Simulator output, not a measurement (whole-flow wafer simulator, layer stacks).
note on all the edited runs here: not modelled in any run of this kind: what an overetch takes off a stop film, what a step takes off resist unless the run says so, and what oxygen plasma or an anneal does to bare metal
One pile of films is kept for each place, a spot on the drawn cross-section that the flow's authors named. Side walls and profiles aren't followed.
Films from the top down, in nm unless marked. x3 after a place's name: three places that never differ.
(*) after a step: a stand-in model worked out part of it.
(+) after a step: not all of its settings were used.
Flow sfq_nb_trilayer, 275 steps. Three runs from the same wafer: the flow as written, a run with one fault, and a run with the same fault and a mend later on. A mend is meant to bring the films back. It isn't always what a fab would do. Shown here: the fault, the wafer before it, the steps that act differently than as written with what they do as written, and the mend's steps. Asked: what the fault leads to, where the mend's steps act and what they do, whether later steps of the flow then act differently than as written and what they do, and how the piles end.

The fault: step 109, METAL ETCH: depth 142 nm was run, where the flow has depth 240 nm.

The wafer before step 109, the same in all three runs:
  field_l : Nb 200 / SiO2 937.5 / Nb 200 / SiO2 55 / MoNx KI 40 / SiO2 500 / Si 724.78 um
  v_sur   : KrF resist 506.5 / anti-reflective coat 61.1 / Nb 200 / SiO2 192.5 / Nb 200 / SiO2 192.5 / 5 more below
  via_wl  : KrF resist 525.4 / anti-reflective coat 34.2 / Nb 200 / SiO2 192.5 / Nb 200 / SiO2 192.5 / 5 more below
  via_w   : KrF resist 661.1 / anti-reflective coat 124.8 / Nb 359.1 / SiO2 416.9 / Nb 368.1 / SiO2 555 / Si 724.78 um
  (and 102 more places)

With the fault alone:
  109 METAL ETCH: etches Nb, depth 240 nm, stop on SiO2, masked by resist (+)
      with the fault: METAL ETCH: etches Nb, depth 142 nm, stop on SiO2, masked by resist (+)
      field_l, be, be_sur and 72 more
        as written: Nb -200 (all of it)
        with the fault: Nb -142
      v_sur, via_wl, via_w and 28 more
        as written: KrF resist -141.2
        with the fault: KrF resist -83.5
  Later steps of the flow that act differently than as written:
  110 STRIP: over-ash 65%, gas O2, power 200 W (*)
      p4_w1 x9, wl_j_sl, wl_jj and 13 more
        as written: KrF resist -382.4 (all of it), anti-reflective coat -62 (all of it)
        with the fault: KrF resist -440 (all of it), anti-reflective coat -62 (all of it)
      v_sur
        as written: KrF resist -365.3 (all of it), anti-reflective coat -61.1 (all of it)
        with the fault: KrF resist -423 (all of it), anti-reflective coat -61.1 (all of it)
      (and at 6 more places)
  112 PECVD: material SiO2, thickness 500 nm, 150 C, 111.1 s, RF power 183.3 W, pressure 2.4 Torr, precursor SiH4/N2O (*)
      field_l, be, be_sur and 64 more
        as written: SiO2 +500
        with the fault: SiO2 +500 (new film)
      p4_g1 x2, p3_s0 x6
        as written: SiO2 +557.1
        with the fault: SiO2 +500 (new film)
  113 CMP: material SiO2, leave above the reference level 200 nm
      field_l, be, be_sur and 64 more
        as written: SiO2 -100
        with the fault: SiO2 -158
  At the end the piles differ from the flow's by more than 2% or 0.5 nm, whichever is larger, at field_l, be, be_sur and 72 more.
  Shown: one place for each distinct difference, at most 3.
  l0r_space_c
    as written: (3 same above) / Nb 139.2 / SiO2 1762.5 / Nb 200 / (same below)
    with the fault: (3 same above) / Nb 139.2 / SiO2 727 / Nb 58 / SiO2 977.5 / Nb 200 / (same below)
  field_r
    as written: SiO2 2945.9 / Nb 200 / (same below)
    with the fault: SiO2 1910.4 / Nb 58 / SiO2 977.5 / Nb 200 / (same below)
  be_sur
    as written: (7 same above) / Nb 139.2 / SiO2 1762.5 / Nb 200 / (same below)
    with the fault: (7 same above) / Nb 139.2 / SiO2 727 / Nb 58 / SiO2 977.5 / Nb 200 / (same below)

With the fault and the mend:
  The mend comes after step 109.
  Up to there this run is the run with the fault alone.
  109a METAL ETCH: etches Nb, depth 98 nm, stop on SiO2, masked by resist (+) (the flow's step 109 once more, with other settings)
      field_l, be, be_sur and 72 more
        Nb -58 (all of it)
      v_sur, via_wl, via_w and 28 more
        KrF resist -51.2
  No later step of the flow acts differently than as written, at any place that is followed, by more than 2% or 0.5 nm, whichever is larger.
  At the end the piles are the same as the flow's at every place that both follow.
